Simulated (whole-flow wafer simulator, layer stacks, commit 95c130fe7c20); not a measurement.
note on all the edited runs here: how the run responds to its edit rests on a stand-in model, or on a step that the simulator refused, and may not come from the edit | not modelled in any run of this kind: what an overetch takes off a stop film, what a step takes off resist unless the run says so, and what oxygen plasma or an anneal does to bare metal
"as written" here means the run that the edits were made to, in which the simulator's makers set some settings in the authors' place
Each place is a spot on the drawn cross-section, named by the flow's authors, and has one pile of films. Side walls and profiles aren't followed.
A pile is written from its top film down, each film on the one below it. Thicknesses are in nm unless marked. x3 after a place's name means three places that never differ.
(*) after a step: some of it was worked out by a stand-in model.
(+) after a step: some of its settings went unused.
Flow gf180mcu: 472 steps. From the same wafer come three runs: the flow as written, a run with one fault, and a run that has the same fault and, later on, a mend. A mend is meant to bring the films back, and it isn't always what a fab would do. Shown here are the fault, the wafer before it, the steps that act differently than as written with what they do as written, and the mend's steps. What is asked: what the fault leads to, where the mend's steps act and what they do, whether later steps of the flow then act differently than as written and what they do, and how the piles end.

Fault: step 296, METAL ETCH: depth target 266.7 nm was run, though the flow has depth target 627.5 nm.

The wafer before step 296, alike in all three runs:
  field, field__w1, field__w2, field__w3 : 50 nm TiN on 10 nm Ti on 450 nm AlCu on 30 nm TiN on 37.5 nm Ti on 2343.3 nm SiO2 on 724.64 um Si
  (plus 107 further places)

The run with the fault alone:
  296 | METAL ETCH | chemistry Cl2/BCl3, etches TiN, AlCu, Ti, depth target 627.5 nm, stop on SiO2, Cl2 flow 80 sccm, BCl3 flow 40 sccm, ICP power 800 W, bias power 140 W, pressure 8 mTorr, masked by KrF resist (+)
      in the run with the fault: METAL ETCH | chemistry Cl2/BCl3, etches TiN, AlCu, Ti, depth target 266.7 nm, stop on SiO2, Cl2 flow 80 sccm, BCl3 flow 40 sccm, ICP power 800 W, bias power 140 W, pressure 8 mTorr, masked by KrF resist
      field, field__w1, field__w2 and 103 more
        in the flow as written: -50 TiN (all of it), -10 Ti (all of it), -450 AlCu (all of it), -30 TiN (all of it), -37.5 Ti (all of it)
        in the run with the fault: -50 TiN (all of it), -10 Ti (all of it), -206.7 AlCu
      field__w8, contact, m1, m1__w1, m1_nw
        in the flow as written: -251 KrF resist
        in the run with the fault: -106.7 KrF resist
  Steps later in the flow that act otherwise than as written:
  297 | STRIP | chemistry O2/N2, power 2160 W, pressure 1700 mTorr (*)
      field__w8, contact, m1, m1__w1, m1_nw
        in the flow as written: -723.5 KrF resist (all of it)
        in the run with the fault: -867.8 KrF resist (all of it)
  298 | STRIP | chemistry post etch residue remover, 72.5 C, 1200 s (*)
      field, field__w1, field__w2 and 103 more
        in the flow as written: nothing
        in the run with the fault: -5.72 AlCu
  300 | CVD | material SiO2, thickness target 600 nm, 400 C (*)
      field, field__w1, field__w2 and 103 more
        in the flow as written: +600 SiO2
        in the run with the fault: +600 SiO2 (new film)
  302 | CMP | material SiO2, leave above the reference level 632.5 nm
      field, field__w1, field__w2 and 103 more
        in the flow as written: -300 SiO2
        in the run with the fault: -605.1 SiO2
  By the end, the piles at field, field__w1, field__w2 and 104 more depart from the flow's by more than 2% or 0.5 nm, whichever is larger.
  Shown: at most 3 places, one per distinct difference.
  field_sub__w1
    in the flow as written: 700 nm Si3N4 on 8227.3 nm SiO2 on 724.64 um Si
    in the run with the fault: 700 nm Si3N4 on 5578.9 nm SiO2 on 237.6 nm AlCu on 30 nm TiN on 37.5 nm Ti on 2343.2 nm SiO2 on 724.64 um Si
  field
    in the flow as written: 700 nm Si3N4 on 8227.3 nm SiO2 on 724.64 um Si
    in the run with the fault: 700 nm Si3N4 on 5578.9 nm SiO2 on 237.6 nm AlCu on 30 nm TiN on 37.5 nm Ti on 2343.3 nm SiO2 on 724.64 um Si
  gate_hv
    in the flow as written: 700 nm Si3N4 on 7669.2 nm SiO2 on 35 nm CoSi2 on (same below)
    in the run with the fault: 700 nm Si3N4 on 5578.9 nm SiO2 on 237.6 nm AlCu on 30 nm TiN on 37.5 nm Ti on 1785.1 nm SiO2 on 35 nm CoSi2 on (same below)

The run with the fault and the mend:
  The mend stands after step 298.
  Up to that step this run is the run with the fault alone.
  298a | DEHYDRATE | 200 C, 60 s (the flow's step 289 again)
      alters no film at any place that is followed
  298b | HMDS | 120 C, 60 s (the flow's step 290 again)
      alters no film at any place that is followed
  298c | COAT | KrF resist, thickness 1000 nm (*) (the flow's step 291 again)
      iso_ptap_pw, iso_ntap_nw, iso_nw_fld and 33 more
        +1000 KrF resist (new film)
      field_sub__w2, field_sub__w4, ld_gate_n and 13 more
        +1001.7 KrF resist (new film)
      field__w5, field__w6, field__w9 and 9 more
        +1001.8 KrF resist (new film)
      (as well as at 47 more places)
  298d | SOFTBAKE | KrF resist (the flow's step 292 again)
      alters no film at any place that is followed
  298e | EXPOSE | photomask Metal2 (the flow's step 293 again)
      alters no film at any place that is followed
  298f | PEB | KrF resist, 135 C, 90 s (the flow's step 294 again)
      field__w1, field__w2, field__w3 and 60 more
        -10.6 KrF resist
      iso_ptap_pw, iso_ntap_nw, iso_nw_fld and 33 more
        -10.5 KrF resist
      field__w8, m1
        -7.23 KrF resist
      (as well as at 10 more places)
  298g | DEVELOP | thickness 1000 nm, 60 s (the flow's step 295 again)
      iso_ptap_pw, iso_ntap_nw, iso_nw_fld and 33 more
        -989.5 KrF resist (all of it)
      field__w5, field__w9, field_sub__w3 and 16 more
        -991.2 KrF resist (all of it)
      field__w6, field_sub, field_sub__w1 and 10 more
        -991.3 KrF resist (all of it)
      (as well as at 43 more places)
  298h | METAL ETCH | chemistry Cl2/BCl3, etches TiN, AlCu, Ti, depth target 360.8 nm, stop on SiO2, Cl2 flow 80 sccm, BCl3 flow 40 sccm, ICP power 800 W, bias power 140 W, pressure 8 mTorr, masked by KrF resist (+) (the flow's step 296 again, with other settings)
      field, field__w1, field__w2 and 103 more
        -237.6 AlCu (all of it), -30 TiN (all of it), -37.5 Ti (all of it)
      field__w8, contact, m1, m1__w1, m1_nw
        -144.3 KrF resist
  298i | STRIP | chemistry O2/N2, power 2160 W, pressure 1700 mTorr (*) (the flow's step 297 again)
      field__w8
        -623 KrF resist (all of it)
      contact
        -621.5 KrF resist (all of it)
      m1
        -622.9 KrF resist (all of it)
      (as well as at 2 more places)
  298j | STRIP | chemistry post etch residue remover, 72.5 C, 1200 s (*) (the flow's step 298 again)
      field__w8, contact, m1, m1__w1, m1_nw
        -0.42 TiN
  Every later step of the flow that is run acts as written, at every place that is followed, to within 2% or 0.5 nm, whichever is larger.
  When the end is reached, the piles differ only a little from the flow's at the places that both follow, at most by 2% or 0.5 nm, whichever is larger.
